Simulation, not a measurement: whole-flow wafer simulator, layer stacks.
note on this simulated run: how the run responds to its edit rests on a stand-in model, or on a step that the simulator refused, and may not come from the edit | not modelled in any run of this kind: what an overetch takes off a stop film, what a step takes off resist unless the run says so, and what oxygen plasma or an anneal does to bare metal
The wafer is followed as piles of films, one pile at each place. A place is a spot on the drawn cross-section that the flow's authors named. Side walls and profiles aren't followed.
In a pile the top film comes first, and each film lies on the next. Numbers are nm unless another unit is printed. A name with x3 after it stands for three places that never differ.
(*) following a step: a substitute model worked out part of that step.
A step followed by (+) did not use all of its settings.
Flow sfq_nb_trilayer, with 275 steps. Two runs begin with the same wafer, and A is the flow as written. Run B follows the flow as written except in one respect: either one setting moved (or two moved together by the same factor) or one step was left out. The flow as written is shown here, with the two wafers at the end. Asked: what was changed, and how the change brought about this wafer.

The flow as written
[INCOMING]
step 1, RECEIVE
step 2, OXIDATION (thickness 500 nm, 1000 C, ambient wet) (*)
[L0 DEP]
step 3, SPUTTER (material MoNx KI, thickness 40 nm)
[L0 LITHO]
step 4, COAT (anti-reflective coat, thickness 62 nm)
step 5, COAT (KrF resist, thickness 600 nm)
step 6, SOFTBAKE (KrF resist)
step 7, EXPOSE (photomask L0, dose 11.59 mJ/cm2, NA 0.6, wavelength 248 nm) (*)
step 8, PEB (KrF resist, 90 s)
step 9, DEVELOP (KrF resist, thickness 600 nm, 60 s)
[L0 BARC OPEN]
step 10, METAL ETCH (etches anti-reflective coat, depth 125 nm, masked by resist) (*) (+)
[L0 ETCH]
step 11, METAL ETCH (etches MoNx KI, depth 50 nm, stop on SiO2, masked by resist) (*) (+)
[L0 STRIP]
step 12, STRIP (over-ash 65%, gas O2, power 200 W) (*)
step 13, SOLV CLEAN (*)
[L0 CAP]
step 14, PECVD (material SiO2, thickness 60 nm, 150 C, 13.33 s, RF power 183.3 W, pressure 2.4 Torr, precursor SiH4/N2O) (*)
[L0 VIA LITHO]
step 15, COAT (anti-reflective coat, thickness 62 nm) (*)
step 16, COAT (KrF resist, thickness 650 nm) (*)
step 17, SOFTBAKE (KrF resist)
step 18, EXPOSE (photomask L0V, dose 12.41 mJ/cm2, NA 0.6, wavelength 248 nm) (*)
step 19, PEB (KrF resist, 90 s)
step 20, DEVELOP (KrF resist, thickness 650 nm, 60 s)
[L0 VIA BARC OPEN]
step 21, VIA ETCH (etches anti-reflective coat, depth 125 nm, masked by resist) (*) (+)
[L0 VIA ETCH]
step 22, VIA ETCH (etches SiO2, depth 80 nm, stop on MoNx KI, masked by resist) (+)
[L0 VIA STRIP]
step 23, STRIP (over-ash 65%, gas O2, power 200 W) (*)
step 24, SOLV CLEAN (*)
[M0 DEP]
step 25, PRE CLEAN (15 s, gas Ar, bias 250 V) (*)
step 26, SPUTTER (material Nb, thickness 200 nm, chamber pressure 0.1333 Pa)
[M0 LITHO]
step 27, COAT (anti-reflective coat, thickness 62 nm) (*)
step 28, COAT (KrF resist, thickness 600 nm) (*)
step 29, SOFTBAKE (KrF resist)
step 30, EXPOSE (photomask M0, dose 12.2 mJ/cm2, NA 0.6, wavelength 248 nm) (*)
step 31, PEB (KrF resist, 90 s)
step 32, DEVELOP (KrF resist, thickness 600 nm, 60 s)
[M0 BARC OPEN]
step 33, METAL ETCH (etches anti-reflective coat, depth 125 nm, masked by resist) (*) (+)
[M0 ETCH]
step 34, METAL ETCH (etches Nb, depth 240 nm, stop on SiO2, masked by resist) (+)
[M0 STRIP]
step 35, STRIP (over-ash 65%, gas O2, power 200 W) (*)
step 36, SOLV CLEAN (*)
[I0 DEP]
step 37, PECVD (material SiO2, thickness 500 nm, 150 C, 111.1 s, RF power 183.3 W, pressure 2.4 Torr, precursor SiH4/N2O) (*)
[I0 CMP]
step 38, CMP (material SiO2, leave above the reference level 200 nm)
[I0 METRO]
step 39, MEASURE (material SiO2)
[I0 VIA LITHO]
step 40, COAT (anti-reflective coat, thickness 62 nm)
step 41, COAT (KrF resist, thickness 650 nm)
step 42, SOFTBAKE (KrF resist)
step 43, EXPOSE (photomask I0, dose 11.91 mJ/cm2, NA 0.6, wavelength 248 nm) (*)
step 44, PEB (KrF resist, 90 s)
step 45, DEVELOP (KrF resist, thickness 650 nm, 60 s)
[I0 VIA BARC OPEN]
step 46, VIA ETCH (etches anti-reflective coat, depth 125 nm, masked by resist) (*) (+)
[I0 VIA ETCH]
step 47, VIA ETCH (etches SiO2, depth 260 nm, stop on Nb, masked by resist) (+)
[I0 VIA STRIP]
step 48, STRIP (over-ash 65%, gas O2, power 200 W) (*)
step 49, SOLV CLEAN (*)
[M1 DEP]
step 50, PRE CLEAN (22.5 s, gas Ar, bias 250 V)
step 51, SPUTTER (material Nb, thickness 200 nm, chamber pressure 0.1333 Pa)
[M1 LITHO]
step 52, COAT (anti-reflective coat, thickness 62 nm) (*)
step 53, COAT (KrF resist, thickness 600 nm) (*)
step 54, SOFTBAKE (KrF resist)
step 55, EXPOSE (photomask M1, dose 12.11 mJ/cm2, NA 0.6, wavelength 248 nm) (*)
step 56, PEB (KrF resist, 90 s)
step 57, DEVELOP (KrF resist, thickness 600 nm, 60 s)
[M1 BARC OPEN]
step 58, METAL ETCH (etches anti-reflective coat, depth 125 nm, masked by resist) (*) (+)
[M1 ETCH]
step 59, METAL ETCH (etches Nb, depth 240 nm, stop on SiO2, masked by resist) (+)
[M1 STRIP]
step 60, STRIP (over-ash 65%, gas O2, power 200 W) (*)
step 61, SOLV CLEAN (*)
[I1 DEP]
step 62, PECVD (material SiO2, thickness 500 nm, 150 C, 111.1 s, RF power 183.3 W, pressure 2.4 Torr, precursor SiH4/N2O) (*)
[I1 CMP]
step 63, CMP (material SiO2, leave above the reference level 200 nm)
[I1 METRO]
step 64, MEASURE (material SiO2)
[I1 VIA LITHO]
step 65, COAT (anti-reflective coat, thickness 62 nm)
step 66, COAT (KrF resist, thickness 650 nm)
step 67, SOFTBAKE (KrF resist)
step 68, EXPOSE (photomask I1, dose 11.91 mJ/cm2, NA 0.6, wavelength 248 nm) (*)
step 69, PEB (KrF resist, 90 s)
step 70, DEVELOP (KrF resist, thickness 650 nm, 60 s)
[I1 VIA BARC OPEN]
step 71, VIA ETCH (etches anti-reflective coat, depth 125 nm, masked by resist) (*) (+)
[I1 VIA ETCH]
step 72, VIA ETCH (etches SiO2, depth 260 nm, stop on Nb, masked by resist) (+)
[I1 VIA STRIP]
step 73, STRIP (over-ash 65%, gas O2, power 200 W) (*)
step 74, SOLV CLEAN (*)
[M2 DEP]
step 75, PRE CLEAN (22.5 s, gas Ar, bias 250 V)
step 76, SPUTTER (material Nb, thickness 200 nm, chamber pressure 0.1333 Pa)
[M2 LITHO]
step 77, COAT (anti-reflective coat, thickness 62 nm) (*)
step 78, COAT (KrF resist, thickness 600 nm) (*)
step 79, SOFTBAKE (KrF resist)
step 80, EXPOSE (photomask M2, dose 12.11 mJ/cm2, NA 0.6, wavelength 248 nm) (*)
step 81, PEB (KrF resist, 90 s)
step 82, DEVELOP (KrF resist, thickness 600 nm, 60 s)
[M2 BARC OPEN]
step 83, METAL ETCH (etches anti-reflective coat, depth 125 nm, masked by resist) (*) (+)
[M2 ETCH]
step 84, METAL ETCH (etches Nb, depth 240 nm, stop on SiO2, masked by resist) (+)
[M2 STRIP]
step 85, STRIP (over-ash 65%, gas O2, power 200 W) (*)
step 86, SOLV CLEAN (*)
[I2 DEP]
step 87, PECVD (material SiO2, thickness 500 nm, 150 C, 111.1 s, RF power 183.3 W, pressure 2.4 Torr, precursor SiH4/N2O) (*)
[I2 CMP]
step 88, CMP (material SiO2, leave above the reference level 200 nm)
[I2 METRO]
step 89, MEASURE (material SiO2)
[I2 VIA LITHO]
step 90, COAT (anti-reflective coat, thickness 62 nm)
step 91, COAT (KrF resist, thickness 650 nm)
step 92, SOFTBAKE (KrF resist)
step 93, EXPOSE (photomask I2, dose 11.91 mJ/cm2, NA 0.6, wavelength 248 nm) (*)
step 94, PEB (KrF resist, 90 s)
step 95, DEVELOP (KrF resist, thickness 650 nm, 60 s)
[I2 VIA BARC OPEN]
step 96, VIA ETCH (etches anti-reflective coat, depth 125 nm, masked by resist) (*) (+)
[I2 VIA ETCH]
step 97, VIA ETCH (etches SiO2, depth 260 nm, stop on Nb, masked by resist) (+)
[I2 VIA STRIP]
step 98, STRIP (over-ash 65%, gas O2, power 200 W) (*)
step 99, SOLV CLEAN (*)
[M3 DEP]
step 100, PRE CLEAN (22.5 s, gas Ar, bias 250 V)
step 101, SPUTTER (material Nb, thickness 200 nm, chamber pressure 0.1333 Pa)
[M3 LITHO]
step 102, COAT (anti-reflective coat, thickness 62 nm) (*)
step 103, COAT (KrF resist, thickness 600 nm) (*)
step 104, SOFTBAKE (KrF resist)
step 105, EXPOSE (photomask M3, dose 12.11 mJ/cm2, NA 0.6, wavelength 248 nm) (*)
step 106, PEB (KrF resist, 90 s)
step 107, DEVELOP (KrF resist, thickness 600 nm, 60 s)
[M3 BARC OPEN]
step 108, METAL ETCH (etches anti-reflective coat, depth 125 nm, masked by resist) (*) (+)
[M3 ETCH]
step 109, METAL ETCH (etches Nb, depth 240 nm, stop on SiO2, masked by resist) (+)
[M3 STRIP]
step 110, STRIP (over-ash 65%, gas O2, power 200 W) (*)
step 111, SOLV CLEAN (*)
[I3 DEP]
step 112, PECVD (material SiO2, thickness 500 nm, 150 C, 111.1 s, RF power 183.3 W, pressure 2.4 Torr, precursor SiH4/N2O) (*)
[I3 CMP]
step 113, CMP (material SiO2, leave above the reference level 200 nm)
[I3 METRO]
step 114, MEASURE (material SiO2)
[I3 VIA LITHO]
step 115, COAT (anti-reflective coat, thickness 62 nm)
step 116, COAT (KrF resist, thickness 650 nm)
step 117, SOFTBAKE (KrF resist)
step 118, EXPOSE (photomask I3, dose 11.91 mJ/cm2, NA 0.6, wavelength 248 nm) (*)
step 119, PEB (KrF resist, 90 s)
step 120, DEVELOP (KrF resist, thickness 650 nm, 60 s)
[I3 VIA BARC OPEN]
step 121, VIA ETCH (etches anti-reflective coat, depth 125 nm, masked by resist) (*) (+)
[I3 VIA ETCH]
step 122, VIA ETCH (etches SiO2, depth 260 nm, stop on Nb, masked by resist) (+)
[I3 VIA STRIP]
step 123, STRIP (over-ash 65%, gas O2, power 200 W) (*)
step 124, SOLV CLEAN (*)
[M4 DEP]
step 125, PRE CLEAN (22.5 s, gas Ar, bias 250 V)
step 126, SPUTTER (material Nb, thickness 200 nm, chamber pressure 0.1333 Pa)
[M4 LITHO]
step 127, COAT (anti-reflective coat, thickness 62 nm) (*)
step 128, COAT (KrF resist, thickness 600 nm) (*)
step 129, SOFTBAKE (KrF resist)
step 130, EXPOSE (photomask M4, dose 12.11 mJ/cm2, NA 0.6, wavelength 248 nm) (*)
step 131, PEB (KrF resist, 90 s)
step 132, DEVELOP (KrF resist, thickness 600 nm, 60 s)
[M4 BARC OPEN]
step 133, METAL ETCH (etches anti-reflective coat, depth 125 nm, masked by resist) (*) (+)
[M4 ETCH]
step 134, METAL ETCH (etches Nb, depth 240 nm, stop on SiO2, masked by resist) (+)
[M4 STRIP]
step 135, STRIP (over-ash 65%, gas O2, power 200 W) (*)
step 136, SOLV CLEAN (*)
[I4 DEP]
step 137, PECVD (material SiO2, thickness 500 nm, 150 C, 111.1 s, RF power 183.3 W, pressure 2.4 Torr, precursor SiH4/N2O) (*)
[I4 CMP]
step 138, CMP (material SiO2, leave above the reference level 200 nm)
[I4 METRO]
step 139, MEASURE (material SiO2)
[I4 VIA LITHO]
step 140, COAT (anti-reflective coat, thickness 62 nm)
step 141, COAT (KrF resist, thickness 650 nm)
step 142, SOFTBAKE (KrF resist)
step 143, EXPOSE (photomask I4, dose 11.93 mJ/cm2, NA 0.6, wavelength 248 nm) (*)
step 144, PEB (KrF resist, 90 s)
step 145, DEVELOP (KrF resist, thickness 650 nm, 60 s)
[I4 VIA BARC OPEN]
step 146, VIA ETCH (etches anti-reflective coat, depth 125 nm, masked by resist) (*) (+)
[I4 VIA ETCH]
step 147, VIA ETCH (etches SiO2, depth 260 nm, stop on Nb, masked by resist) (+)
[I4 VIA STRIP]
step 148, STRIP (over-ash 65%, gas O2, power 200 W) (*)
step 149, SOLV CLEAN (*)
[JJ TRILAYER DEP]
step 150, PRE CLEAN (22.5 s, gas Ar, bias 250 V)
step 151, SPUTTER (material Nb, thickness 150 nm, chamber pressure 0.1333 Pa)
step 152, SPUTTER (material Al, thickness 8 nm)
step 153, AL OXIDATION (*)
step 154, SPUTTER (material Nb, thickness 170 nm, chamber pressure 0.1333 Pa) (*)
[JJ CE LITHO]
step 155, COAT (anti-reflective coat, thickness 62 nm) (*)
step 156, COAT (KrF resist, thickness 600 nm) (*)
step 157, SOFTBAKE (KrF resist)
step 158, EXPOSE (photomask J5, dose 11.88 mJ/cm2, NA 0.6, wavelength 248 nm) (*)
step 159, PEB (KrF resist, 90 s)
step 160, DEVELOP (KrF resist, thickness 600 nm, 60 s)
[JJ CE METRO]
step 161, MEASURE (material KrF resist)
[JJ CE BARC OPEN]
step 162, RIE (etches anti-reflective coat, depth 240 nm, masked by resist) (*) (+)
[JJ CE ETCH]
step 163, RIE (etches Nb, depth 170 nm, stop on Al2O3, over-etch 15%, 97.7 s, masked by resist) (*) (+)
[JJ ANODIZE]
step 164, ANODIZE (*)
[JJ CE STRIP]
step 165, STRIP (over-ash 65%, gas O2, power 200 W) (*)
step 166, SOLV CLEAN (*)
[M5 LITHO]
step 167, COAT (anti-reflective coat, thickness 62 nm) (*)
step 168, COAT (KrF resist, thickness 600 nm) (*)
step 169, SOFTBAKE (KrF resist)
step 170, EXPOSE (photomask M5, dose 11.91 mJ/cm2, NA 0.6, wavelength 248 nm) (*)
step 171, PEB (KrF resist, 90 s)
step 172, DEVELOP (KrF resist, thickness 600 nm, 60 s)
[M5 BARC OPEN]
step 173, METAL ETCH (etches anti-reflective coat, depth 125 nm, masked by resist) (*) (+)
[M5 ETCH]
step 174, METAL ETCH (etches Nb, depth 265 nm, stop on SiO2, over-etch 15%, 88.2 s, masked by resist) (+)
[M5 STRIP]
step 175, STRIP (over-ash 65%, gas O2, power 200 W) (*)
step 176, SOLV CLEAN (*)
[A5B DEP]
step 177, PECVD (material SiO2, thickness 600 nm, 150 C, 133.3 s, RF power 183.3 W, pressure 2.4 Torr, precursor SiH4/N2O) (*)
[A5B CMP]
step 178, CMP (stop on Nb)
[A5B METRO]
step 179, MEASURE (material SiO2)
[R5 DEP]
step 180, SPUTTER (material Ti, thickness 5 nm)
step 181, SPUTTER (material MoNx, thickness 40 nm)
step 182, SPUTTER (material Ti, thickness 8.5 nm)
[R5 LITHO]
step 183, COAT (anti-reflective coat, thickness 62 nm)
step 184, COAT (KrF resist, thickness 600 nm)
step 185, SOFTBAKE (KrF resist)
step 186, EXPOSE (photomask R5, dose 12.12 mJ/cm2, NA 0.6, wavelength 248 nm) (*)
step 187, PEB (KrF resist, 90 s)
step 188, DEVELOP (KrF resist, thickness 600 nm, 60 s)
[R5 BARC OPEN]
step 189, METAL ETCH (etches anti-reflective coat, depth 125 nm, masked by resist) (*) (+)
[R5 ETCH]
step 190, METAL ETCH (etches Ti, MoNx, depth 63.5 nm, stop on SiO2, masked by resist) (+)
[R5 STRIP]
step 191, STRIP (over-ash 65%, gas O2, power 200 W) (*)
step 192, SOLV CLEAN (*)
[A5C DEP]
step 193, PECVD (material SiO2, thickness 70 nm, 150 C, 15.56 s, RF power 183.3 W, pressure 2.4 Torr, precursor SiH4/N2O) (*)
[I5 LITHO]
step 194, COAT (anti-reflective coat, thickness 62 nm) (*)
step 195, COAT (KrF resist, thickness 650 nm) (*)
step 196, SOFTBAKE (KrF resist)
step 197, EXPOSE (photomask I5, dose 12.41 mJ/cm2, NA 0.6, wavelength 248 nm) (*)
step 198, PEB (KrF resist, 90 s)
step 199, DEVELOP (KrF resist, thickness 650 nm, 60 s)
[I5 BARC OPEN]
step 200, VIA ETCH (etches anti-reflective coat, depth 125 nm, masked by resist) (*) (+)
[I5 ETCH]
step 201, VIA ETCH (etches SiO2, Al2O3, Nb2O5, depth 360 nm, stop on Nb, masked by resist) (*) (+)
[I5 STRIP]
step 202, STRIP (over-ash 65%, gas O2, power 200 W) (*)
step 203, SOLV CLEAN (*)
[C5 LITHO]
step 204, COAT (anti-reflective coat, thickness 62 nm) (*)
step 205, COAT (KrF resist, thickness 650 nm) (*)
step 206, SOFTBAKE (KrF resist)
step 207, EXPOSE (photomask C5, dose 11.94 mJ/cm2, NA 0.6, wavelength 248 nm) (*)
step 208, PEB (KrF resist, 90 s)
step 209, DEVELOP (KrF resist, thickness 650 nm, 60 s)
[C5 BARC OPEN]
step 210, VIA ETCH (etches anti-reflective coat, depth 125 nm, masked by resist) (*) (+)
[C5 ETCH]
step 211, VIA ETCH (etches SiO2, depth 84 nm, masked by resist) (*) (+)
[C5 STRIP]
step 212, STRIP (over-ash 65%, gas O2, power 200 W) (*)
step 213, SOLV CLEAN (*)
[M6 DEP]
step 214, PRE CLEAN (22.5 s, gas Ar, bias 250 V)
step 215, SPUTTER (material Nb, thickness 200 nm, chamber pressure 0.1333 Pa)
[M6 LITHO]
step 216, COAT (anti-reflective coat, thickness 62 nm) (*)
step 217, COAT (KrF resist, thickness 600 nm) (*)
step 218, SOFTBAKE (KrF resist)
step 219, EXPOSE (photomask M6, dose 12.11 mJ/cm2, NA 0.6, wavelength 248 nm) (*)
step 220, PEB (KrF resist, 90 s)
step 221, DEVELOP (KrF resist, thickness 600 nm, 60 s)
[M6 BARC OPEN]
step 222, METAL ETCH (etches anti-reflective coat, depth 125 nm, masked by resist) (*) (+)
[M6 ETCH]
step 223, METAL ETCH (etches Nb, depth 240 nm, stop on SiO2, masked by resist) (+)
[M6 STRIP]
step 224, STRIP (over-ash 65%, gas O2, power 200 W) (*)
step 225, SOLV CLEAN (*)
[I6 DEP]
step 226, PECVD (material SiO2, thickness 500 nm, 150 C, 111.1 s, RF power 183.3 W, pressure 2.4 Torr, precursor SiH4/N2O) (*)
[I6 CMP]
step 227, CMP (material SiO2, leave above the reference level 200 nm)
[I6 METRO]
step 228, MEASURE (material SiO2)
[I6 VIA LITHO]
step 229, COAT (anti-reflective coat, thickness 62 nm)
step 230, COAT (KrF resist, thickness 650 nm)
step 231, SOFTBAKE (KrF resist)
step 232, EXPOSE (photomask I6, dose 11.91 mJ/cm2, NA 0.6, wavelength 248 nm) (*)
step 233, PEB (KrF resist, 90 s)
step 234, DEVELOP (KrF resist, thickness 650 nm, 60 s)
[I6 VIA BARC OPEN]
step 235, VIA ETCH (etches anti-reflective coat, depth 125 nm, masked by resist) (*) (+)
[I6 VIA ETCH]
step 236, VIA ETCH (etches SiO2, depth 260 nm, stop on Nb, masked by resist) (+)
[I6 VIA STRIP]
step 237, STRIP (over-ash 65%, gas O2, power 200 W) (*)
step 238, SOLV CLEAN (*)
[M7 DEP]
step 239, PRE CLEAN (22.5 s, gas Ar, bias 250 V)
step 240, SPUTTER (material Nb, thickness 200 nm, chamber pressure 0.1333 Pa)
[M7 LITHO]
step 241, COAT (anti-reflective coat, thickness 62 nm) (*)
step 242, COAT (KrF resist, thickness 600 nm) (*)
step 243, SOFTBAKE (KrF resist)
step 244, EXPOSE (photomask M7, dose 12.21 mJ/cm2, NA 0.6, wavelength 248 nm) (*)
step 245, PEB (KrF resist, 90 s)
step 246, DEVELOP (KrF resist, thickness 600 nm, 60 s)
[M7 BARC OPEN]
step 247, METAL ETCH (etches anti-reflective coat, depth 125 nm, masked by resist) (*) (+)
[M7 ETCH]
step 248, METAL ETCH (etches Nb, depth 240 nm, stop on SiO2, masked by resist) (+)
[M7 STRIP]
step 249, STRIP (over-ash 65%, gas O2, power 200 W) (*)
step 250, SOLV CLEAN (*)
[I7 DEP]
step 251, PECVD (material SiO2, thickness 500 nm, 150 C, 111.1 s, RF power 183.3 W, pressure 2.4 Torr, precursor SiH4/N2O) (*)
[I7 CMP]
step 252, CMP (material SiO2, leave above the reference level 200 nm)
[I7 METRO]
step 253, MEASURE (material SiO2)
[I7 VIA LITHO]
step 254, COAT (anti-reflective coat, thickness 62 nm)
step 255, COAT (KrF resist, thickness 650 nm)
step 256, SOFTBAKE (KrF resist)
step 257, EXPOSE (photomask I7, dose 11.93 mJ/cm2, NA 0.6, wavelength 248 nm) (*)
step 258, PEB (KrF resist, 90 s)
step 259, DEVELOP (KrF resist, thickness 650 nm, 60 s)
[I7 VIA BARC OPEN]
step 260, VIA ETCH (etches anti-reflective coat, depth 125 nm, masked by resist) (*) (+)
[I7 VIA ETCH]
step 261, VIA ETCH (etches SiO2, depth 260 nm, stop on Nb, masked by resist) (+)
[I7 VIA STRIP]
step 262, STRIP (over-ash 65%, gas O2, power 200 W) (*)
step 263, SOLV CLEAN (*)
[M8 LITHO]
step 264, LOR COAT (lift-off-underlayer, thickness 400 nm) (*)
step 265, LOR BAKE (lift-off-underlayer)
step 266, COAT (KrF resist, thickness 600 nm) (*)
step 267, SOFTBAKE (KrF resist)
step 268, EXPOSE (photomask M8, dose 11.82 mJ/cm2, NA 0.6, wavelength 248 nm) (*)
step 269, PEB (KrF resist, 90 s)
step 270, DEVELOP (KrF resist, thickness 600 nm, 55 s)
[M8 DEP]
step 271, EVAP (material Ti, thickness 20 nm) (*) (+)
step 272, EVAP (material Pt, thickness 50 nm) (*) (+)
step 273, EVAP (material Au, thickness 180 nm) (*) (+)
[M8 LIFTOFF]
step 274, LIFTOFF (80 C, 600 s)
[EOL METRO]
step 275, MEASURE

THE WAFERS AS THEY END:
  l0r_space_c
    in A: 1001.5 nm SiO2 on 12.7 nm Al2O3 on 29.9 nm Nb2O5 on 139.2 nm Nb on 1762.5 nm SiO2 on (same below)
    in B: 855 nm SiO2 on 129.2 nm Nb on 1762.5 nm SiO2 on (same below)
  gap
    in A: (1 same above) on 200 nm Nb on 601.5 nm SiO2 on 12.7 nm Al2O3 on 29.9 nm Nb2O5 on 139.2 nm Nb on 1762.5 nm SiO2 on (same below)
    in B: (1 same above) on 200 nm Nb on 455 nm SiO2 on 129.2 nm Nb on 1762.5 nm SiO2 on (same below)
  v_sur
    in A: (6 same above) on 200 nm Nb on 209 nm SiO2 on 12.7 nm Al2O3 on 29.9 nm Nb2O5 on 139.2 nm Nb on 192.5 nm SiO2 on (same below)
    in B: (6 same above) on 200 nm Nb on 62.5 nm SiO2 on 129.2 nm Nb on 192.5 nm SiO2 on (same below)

Cause: step 175, STRIP: over-ash 65%, gas O2, power 200 W (*), was omitted.

Step by step, how the change led to this:
  step 177, PECVD (material SiO2, thickness 600 nm, 150 C, 133.3 s, RF power 183.3 W, pressure 2.4 Torr, precursor SiH4/N2O) (*)
      r_sur, res, r_end, moat, field_r, lsp_l: A SiO2 gains 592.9 | B SiO2 gains 577.2
      lsp_m, ln_m6, lsp_r, l0_sur, l0v: A SiO2 gains 593.9 | B SiO2 gains 581.6
  step 178, CMP (stop on Nb)
      l0r_line_l, l0r_line_c, l0r_space_c and 27 more: A SiO2 loses 453.5 | B SiO2 loses 600 (all of it), KrF resist loses 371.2 (all of it), anti-reflective coat loses 62 (all of it), Al2O3 loses 12.7 (all of it), Nb2O5 loses 29.9 (all of it)
      p4_fl, p4_fm, p4_w1 and 21 more: A SiO2 loses 259.3 | B SiO2 loses 780.2 (all of it)
      (also at 52 further places)
  step 180, SPUTTER (material Ti, thickness 5 nm)
      via_wl, via_wr: A Ti gains 5 (new film) | B Ti gains 3.29 (new film)
      r_sur: A Ti gains 5 (new film) | B Ti gains 3.65 (new film)
      (also at 1 further place)
  step 181, SPUTTER (material MoNx, thickness 40 nm)
      lsp_m, ln_m6, lsp_r, l0_sur, l0v: A MoNx gains 40 (new film) | B MoNx gains 37.6 (new film)
      res, r_end, moat, field_r: A MoNx gains 40 (new film) | B MoNx gains 39 (new film)
      (also at 5 further places)
  step 182, SPUTTER (material Ti, thickness 8.5 nm)
      lsp_m, ln_m6, lsp_r, l0_sur, l0v: A Ti gains 8.5 (new film) | B Ti gains 7.92 (new film)
      via_wl, via_wr: A Ti gains 8.5 (new film) | B Ti gains 5.4 (new film)
      (also at 3 further places)
  step 183, COAT (anti-reflective coat, thickness 62 nm)
      p3_l3, p3_s3, p3_s4, p3_l5: A anti-reflective coat gains 62 (new film) | B anti-reflective coat gains 64.8 (new film)
      c5j, wl_g_m5: A anti-reflective coat gains 62 (new film) | B anti-reflective coat gains 21.8 (new film)
      (also at 66 further places)
  step 184, COAT (KrF resist, thickness 600 nm)
      moat, p3_fr: A KrF resist gains 600 (new film) | B KrF resist gains 633.3 (new film)
      m5r_space_l, m5r_space_r: A KrF resist gains 600 (new film) | B KrF resist gains 706.9 (new film)
      (also at 61 further places)
  step 187, PEB (KrF resist, 90 s)
      wl_jj: A KrF resist loses 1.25 | B KrF resist loses 0.74
  step 188, DEVELOP (KrF resist, thickness 600 nm, 60 s)
      moat, p3_fr: A KrF resist loses 598.7 (all of it) | B KrF resist loses 632 (all of it)
      m5r_space_l, m5r_space_r: A KrF resist loses 598.7 (all of it) | B KrF resist loses 705.4 (all of it)
      (also at 57 further places)
  step 189, METAL ETCH (etches anti-reflective coat, depth 125 nm, masked by resist) (*) (+)
      via_wl, via_wr: A anti-reflective coat loses 62 (all of it) | B anti-reflective coat loses 125
      be_r, r_sur, res, r_end, r5r_line_l, r5r_line_c, r5r_line_r: A KrF resist loses 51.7 | B KrF resist loses 69.4
      (also at 66 further places)
  step 190, METAL ETCH (etches Ti, MoNx, depth 63.5 nm, stop on SiO2, masked by resist) (+)
      v_sur, via_sp, via_v and 63 more: A Ti loses 8.5 (all of it), MoNx loses 40 (all of it), Ti loses 5 (all of it) | B Ti loses 8.5 (all of it), MoNx loses 40 (all of it), Ti loses 5 (all of it), Nb loses 10
      lsp_m, ln_m6: A Ti loses 8.5 (all of it), MoNx loses 40 (all of it), Ti loses 5 (all of it) | B Ti loses 7.92 (all of it), MoNx loses 37.6 (all of it), Ti loses 4.66 (all of it), Nb loses 13.3
      (also at 9 further places)
  step 191, STRIP (over-ash 65%, gas O2, power 200 W) (*)
      r5r_line_l, r5r_line_c, r5r_line_r: A KrF resist loses 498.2 (all of it), anti-reflective coat loses 62 (all of it) | B KrF resist loses 480.4 (all of it), anti-reflective coat loses 62 (all of it)
      be_r: A KrF resist loses 498.2 (all of it), anti-reflective coat loses 62 (all of it) | B KrF resist loses 376.4 (all of it), anti-reflective coat loses 30.9 (all of it)
      (also at 3 further places)
  step 193, PECVD (material SiO2, thickness 70 nm, 150 C, 15.56 s, RF power 183.3 W, pressure 2.4 Torr, precursor SiH4/N2O) (*)
      v_sur, via_sp, via_v and 62 more: A SiO2 gains 70 | B SiO2 gains 70 (new film)
      via_wl, via_w: A SiO2 gains 70 | B SiO2 gains 67.3 (new film)
      (also at 4 further places)
  step 194, COAT (anti-reflective coat, thickness 62 nm) (*)
      p3_l4, p3_l5, wl_c_m6: A anti-reflective coat gains 62 (new film) | B anti-reflective coat gains 68.5 (new film)
      wl_e_sl, wl_e_sr, wl_g_sl: A anti-reflective coat gains 62 (new film) | B anti-reflective coat gains 79.4 (new film)
      (also at 67 further places)
  step 195, COAT (KrF resist, thickness 650 nm) (*)
      m5r_space_l, m5r_space_r: A KrF resist gains 650 (new film) | B KrF resist gains 769.7 (new film)
      m5r_linepad_l, m5r_linepad_r: A KrF resist gains 650 (new film) | B KrF resist gains 536.1 (new film)
      (also at 65 further places)
  step 198, PEB (KrF resist, 90 s)
      wl_jj: A KrF resist loses 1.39 | B KrF resist loses 0.87
  ... 42 further steps ...
  step 274, LIFTOFF (80 C, 600 s)
      c5j, ce_r: A Au loses 180 (all of it), Pt loses 50 (all of it), Ti loses 20 (all of it), KrF resist loses 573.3 (all of it), lift-off-underlayer loses 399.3 (all of it) | B Au loses 180 (all of it), Pt loses 50 (all of it), Ti loses 20 (all of it), KrF resist loses 560.8 (all of it), lift-off-underlayer loses 380.2 (all of it)
      m5r_line_l, m5r_line_r: A Au loses 180 (all of it), Pt loses 50 (all of it), Ti loses 20 (all of it), KrF resist loses 576.2 (all of it), lift-off-underlayer loses 400 (all of it) | B Au loses 180 (all of it), Pt loses 50 (all of it), Ti loses 20 (all of it), KrF resist loses 571.6 (all of it), lift-off-underlayer loses 380.3 (all of it)
      (also at 45 further places)
